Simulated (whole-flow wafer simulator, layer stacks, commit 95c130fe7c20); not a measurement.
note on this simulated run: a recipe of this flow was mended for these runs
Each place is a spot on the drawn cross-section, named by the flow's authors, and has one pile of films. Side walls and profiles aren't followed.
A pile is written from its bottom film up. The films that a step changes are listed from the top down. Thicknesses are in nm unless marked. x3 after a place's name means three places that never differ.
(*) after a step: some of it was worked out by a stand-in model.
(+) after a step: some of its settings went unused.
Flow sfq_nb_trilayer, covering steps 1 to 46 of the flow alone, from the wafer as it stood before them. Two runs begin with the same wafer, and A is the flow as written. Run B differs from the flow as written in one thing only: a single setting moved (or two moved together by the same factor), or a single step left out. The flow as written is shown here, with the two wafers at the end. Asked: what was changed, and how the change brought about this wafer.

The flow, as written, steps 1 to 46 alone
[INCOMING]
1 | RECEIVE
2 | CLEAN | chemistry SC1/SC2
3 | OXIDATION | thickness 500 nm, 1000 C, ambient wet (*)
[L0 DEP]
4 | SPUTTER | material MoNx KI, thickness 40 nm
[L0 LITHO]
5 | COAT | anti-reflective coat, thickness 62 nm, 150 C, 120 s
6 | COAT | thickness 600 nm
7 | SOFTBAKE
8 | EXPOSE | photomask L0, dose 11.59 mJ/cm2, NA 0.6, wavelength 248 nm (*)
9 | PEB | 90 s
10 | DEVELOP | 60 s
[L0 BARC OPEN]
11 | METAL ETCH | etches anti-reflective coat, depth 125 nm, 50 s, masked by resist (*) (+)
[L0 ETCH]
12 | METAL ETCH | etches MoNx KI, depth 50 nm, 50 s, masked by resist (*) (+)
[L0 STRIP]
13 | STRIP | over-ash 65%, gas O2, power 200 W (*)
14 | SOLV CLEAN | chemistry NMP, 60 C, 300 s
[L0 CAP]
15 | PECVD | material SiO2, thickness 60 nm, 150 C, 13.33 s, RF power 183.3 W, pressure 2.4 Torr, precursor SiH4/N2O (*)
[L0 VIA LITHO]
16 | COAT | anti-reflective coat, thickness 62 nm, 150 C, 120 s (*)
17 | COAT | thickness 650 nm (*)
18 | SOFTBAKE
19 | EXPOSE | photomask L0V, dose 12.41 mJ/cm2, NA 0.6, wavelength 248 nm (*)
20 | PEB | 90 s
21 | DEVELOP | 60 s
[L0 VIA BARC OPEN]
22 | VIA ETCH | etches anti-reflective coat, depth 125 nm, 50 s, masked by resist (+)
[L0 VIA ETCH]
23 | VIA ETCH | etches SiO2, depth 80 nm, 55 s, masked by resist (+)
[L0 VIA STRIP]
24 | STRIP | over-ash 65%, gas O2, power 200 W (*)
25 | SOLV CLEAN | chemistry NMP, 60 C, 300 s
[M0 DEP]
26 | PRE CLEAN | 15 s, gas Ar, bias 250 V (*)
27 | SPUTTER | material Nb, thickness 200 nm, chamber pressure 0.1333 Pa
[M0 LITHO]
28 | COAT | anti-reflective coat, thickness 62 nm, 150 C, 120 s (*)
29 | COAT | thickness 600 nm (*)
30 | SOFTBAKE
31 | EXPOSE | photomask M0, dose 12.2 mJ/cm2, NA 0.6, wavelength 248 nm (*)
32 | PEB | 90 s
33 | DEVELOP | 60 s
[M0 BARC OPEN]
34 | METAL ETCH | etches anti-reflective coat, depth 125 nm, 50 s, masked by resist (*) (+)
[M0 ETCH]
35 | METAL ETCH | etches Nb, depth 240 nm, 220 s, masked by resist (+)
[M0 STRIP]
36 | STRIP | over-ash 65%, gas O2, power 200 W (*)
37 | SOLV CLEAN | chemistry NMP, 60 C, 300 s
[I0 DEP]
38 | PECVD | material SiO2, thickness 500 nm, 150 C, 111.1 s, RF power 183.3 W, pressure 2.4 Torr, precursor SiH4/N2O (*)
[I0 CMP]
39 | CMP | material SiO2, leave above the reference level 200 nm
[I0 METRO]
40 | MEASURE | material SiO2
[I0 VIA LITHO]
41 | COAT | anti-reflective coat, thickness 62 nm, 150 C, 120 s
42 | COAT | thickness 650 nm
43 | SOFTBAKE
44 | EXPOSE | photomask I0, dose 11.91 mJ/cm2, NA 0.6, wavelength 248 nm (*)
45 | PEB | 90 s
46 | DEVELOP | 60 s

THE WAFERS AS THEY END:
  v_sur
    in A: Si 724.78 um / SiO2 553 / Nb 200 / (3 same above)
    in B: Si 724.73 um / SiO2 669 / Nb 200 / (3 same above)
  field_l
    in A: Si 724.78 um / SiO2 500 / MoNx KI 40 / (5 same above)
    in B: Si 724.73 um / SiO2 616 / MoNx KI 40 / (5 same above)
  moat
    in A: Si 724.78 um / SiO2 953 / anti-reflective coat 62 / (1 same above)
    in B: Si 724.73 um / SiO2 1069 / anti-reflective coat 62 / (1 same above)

What caused this: step 3, OXIDATION: thickness 616 nm was run, whereas the flow has thickness 500 nm.
One can read it off the wafer: field_l has SiO2 616, and step 3 as written asks for 500 nm.

Step by step, how the change led to this:
  3 | OXIDATION | thickness 500 nm, 1000 C, ambient wet (*)
      field_l, v_sur, via_wl and 103 more: A +500 SiO2 (new film), -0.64 chemical SiO2 (all of it), -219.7 Si | B +616 SiO2 (new film), -0.64 chemical SiO2 (all of it), -270.8 Si
